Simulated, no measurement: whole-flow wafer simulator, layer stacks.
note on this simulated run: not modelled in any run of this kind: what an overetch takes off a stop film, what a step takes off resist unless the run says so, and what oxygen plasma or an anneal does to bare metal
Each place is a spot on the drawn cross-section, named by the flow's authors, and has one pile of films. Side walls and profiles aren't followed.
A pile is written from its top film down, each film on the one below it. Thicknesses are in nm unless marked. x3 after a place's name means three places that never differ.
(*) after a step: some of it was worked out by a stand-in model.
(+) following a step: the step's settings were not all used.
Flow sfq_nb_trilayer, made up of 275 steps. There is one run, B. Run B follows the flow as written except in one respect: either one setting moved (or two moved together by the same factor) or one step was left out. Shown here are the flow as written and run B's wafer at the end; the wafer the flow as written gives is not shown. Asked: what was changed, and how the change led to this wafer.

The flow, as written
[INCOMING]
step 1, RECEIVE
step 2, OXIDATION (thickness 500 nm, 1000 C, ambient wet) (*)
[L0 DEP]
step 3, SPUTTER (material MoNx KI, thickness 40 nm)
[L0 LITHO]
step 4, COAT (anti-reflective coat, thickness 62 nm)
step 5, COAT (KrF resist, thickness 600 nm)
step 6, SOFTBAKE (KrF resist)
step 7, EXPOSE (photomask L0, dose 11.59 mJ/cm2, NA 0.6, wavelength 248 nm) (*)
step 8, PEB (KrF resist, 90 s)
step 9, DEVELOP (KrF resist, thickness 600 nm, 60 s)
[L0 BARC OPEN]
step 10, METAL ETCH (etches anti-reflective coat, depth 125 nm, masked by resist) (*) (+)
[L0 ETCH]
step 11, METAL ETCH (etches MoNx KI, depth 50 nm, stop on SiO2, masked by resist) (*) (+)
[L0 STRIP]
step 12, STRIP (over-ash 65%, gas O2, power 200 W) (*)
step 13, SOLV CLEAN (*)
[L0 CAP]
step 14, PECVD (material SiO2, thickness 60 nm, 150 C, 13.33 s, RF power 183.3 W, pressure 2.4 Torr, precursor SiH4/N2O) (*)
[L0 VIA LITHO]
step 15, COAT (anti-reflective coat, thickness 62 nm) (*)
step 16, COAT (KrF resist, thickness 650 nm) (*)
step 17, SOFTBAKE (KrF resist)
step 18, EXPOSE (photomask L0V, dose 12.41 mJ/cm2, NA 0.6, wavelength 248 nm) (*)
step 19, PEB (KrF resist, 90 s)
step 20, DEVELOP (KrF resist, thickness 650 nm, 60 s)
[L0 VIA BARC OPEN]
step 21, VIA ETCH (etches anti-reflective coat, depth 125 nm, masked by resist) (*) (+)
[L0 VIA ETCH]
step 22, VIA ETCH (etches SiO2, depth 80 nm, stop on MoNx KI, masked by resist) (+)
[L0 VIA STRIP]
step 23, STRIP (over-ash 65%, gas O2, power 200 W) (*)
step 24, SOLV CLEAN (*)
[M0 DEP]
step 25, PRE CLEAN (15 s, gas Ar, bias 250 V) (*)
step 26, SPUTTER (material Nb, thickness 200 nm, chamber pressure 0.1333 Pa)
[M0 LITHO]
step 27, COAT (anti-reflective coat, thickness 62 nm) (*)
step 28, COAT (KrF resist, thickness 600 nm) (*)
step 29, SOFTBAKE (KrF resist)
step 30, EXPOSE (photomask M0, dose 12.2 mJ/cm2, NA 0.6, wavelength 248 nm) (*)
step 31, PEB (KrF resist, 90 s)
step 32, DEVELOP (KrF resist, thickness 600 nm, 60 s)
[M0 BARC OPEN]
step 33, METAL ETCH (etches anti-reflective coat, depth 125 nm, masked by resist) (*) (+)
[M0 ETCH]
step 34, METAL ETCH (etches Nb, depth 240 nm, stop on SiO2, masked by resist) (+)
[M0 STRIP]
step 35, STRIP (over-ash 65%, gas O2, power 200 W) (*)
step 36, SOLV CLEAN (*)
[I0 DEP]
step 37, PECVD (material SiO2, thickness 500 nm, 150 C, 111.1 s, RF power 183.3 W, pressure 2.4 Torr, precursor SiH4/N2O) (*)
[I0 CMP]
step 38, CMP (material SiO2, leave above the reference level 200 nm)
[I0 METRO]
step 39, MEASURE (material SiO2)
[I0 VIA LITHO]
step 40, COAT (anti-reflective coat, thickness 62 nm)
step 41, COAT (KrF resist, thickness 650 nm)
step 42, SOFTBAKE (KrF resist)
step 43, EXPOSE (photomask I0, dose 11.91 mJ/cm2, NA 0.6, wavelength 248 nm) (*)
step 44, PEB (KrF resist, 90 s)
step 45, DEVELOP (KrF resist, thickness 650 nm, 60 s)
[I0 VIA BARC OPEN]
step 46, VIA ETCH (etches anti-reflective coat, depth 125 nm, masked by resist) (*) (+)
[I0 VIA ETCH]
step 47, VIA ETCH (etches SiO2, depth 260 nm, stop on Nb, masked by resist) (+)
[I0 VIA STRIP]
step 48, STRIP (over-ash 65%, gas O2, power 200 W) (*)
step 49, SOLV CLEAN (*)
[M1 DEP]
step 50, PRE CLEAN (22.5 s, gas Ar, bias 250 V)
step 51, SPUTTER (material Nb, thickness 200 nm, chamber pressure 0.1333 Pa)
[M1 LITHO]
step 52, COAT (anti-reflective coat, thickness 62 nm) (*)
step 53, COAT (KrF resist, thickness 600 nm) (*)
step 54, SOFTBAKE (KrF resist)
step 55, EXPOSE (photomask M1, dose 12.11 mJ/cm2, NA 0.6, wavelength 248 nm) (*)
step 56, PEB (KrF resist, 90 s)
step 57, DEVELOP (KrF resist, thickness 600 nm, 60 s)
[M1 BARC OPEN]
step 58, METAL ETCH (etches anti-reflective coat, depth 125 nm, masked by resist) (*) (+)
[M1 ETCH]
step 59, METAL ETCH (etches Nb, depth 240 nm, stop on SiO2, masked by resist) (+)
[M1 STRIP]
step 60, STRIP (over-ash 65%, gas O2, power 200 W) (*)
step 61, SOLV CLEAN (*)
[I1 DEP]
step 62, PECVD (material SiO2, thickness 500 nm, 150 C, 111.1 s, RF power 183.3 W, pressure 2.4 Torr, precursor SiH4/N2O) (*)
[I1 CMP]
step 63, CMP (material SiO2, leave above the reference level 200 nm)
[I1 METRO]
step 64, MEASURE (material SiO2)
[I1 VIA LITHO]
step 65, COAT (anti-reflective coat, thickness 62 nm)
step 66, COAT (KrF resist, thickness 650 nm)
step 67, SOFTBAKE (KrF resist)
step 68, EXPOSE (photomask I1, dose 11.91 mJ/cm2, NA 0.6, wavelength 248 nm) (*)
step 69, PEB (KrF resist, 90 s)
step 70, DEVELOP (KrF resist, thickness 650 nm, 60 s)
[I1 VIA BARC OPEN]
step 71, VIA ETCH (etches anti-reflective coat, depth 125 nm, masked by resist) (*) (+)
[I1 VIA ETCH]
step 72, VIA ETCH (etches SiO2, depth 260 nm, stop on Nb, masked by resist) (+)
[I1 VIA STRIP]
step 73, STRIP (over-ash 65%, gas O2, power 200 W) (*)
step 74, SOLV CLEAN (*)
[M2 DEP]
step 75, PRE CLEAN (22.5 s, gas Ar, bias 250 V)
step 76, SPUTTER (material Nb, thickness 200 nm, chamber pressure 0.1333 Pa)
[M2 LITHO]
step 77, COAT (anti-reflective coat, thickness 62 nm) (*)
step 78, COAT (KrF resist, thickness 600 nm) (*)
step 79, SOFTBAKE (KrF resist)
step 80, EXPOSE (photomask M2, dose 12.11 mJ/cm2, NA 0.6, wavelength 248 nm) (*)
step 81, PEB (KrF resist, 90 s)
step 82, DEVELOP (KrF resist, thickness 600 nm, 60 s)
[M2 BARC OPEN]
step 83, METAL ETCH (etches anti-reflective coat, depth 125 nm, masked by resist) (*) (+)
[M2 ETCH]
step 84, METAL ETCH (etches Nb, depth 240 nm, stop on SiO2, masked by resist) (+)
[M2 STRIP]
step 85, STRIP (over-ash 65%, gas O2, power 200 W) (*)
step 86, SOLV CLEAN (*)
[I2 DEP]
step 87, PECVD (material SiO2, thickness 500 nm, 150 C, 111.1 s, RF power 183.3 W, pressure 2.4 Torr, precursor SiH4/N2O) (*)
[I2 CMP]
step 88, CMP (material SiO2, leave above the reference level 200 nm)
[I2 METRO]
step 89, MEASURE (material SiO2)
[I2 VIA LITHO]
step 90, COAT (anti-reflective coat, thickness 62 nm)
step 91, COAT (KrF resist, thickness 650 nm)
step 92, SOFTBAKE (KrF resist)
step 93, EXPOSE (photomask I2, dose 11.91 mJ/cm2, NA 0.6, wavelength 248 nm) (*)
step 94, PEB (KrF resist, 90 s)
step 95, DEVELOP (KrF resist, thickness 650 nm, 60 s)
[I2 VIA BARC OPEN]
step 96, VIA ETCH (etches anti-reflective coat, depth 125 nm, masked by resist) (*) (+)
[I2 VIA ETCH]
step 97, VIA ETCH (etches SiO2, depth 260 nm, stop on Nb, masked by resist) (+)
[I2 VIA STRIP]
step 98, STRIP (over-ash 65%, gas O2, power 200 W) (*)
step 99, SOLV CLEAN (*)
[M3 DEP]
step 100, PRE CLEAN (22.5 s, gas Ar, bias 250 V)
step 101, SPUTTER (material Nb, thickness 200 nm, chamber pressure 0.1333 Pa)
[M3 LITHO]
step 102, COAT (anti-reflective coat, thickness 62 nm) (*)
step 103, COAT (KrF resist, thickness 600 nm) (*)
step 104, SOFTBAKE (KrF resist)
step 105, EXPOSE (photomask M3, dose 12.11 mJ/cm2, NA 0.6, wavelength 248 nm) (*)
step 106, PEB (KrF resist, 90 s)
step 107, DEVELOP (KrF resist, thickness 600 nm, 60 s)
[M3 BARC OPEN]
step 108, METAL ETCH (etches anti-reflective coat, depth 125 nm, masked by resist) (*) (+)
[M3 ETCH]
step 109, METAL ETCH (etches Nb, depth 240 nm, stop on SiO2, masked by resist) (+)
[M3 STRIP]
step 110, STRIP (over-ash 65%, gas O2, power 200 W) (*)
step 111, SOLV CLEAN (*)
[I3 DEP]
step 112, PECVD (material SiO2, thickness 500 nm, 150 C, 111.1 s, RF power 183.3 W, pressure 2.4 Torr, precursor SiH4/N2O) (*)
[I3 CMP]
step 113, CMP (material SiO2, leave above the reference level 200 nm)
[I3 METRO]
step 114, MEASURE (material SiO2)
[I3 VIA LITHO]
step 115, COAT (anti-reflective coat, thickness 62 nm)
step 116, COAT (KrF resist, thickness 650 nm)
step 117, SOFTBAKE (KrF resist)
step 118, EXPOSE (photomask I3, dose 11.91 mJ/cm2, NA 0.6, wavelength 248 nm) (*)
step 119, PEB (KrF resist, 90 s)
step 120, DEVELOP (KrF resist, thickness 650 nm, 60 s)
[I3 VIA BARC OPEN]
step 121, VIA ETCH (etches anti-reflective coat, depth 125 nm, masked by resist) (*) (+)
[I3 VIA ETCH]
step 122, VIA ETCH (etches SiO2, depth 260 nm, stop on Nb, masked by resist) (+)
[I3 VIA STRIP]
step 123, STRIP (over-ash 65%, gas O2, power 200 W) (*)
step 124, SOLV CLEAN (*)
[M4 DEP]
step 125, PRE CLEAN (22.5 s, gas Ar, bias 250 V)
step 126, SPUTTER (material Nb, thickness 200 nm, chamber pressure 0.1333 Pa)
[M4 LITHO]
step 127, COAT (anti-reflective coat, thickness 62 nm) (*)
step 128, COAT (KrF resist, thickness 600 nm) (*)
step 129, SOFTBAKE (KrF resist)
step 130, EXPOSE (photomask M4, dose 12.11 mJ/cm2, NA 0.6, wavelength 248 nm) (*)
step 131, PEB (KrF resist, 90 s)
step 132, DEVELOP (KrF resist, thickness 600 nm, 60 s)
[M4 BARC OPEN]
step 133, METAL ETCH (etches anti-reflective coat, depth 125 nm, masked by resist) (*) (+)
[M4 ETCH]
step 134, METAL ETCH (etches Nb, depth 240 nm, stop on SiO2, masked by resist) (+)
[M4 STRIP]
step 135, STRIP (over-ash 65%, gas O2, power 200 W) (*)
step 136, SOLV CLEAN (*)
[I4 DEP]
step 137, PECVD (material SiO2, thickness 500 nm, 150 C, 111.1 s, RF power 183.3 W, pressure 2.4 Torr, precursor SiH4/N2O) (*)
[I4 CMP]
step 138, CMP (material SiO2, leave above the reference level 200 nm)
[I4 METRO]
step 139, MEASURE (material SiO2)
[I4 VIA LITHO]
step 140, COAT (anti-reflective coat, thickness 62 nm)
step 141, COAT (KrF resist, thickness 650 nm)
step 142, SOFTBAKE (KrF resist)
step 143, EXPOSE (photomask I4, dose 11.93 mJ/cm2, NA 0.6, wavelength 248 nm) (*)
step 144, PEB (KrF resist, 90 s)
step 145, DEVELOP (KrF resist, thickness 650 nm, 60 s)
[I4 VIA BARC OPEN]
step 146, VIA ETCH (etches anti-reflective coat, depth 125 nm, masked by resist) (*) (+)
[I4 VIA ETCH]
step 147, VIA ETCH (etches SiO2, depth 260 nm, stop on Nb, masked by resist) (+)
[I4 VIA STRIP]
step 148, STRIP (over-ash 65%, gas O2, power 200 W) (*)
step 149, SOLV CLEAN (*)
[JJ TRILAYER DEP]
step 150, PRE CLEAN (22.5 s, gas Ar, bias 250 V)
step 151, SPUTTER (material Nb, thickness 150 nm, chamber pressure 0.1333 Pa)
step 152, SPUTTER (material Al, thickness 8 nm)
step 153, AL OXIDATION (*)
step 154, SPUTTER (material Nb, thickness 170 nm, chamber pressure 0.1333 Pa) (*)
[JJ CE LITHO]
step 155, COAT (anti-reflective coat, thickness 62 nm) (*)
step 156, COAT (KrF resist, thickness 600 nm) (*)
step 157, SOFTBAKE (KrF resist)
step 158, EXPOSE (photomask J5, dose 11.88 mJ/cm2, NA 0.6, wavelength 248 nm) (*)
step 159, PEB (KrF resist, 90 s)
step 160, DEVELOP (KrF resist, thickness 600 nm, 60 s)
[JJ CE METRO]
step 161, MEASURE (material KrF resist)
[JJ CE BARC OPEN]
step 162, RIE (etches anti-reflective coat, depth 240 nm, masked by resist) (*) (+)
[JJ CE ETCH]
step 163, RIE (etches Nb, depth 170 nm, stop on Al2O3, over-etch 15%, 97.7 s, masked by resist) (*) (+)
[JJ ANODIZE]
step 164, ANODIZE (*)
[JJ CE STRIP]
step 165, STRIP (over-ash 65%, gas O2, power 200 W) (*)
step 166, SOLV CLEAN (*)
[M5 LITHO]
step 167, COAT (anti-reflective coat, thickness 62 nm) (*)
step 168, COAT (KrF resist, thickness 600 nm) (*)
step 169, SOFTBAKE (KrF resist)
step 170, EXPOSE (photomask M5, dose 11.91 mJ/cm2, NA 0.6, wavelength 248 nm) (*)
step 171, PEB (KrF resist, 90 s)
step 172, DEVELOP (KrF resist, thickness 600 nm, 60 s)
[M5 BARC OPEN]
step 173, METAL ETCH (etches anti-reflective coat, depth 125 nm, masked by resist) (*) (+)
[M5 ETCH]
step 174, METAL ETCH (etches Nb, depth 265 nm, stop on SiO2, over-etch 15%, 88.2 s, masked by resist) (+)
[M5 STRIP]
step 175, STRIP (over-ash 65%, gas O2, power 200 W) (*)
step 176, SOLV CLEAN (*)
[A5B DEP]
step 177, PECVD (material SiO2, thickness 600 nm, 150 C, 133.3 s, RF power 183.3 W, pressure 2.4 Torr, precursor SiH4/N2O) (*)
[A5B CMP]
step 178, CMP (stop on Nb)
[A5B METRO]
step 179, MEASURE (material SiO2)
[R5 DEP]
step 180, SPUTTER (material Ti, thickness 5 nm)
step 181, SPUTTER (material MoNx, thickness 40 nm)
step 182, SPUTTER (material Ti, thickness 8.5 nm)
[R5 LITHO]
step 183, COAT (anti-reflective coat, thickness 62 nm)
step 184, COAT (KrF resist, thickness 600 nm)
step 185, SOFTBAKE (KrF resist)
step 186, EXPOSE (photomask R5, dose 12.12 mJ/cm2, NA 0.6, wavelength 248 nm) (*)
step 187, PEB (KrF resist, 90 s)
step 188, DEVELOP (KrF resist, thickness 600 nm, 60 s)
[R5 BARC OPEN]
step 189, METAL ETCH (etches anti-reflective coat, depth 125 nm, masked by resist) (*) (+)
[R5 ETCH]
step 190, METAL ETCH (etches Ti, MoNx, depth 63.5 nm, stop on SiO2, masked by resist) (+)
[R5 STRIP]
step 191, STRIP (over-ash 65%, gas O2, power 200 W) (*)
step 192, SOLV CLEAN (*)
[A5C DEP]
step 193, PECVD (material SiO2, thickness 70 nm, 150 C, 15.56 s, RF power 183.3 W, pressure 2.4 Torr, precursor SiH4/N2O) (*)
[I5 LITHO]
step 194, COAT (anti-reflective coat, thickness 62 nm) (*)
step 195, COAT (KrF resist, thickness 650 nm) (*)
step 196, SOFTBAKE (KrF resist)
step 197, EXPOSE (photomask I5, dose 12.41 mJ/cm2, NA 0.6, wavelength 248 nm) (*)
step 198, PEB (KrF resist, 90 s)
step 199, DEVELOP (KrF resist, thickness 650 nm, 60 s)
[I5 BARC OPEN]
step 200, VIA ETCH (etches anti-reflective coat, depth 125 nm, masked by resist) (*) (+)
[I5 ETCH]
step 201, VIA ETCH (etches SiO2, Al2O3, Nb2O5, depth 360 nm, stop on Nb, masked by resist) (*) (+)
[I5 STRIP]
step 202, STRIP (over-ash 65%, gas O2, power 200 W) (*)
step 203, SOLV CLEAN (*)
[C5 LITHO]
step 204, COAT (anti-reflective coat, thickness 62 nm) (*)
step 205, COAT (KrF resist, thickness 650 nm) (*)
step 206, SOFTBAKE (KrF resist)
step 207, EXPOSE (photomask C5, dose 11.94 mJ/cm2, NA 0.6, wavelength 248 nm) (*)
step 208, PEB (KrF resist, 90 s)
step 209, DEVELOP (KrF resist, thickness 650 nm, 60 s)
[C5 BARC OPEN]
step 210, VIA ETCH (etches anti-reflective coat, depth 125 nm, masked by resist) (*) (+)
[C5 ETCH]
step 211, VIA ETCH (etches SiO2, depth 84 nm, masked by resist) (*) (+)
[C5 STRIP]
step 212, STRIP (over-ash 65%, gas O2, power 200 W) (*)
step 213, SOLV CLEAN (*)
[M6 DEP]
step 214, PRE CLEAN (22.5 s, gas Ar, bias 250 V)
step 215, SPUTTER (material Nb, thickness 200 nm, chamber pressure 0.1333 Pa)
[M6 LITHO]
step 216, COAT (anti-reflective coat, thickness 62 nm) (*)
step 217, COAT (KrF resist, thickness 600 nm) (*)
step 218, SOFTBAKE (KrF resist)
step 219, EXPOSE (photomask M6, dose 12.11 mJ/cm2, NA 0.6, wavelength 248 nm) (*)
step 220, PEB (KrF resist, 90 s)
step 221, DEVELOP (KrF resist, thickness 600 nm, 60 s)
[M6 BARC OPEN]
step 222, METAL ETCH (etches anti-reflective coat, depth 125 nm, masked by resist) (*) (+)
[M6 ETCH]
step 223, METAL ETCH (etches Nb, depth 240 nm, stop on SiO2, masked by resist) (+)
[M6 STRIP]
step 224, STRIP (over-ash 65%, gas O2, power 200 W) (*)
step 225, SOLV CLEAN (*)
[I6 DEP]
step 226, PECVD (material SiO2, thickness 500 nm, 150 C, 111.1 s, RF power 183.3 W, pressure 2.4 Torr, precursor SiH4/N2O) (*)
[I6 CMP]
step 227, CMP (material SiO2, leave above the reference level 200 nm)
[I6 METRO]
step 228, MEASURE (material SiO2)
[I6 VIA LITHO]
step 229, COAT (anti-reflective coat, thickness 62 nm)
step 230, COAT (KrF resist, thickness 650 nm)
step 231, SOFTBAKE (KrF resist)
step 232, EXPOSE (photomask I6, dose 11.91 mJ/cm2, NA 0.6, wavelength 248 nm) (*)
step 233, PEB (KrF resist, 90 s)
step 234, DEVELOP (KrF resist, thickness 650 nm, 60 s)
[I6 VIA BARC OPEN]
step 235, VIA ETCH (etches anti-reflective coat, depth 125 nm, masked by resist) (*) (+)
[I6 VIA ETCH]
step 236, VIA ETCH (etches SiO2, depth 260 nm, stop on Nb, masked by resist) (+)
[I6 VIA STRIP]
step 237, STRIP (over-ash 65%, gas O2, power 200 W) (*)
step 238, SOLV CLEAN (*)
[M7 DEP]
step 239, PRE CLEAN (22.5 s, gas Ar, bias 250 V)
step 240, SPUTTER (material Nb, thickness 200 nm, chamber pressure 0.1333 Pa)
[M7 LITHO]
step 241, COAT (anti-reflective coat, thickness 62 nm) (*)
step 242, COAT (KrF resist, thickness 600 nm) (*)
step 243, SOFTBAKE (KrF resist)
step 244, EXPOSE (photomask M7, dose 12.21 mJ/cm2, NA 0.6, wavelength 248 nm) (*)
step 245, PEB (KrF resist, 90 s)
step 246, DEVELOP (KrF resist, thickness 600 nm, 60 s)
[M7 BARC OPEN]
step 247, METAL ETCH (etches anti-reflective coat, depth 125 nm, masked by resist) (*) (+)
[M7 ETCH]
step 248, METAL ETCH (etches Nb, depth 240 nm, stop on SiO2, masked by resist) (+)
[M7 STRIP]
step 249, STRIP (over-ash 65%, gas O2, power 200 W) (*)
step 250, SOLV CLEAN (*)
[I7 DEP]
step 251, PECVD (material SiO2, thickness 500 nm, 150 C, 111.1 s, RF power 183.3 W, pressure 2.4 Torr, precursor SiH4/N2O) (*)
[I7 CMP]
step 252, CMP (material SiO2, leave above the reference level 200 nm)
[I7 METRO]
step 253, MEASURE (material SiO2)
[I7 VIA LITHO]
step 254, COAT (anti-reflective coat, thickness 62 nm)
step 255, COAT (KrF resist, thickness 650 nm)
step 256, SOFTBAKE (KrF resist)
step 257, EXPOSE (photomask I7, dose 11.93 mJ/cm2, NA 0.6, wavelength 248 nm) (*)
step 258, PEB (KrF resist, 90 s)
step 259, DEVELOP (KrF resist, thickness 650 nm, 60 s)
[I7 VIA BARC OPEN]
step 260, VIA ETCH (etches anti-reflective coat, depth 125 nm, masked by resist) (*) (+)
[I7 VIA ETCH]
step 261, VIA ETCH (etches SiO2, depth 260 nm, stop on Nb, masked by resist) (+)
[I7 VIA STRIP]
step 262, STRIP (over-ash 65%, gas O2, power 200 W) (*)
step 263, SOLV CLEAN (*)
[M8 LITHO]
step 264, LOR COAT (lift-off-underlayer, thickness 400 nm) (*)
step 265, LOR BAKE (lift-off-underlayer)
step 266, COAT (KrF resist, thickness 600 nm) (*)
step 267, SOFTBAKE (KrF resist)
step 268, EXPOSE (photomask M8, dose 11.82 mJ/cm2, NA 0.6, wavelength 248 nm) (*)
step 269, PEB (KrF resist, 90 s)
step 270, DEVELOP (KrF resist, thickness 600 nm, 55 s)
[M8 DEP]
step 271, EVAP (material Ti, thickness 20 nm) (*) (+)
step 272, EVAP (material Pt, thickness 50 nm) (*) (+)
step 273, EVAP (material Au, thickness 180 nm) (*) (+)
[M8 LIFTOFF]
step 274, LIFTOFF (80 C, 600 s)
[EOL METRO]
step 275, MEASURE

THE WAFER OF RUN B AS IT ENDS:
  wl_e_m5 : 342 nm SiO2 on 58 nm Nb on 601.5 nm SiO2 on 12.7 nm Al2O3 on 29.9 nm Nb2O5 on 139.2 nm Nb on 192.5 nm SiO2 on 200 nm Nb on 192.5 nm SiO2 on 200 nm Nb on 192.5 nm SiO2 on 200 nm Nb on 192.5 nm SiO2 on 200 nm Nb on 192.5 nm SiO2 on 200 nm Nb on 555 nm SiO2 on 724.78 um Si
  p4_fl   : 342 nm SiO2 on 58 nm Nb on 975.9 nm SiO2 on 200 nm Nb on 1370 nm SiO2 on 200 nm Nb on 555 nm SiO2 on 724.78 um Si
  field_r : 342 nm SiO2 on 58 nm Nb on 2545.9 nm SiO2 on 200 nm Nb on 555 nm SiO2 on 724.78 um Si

What caused this: step 248, METAL ETCH: depth 142 nm was run, whereas the flow has depth 240 nm.

The path from the change to this, step by step:
  step 248, METAL ETCH (etches Nb, depth 240 nm, stop on SiO2, masked by resist) (+)
      field_l, field_r, lsp_l and 62 more: -142 Nb (it would be, as written: -200 Nb (all of it))
      v_sur, via_wl, via_w and 38 more: -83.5 KrF resist (it would be, as written: -141.2 KrF resist)
  step 249, STRIP (over-ash 65%, gas O2, power 200 W) (*)
      wl_j_sl, wl_jj, wl_j_sr and 14 more: -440 KrF resist (all of it), -62 anti-reflective coat (all of it) (it would be, as written: -382.4 KrF resist (all of it), -62 anti-reflective coat (all of it))
      lsp_m, ln_m6, lsp_r: -439.6 KrF resist (all of it), -61.8 anti-reflective coat (all of it) (it would be, as written: -381.9 KrF resist (all of it), -61.8 anti-reflective coat (all of it))
      (and at 21 other places as well)
  step 251, PECVD (material SiO2, thickness 500 nm, 150 C, 111.1 s, RF power 183.3 W, pressure 2.4 Torr, precursor SiH4/N2O) (*)
      field_l, p4_fl, p4_fm and 56 more: +500 SiO2 (new film) (it would be, as written: +500 SiO2)
      field_r, lsp_l: +484.1 SiO2 (new film) (it would be, as written: +477.7 SiO2)
      (and at 4 other places as well)
  step 252, CMP (material SiO2, leave above the reference level 200 nm)
      field_l, p4_fl, p4_fm and 56 more: -158 SiO2 (it would be, as written: -100 SiO2)
      field_r, lsp_l: -142.1 SiO2 (it would be, as written: -77.7 SiO2)
      (and at 2 other places as well)
If metal films that touch count as one body, wl_e_m5 has 7 bodies (between them, from the top down: SiO2 601.5 / Al2O3 12.7 / Nb2O5 29.9; SiO2 192.5; SiO2 192.5; SiO2 192.5; SiO2 192.5; SiO2 192.5); the flow as written gives 6 bodies (between them, from the top down: SiO2 192.5; SiO2 192.5; SiO2 192.5; SiO2 192.5; SiO2 192.5).
If metal films that touch count as one body, p4_fl has 3 bodies (between them, from the top down: SiO2 975.9; SiO2 1370); the flow as written gives 2 bodies (between them, from the top down: SiO2 1370).
If metal films that touch count as one body, field_r has 2 bodies (between them, from the top down: SiO2 2545.9); the flow as written gives 1 body.
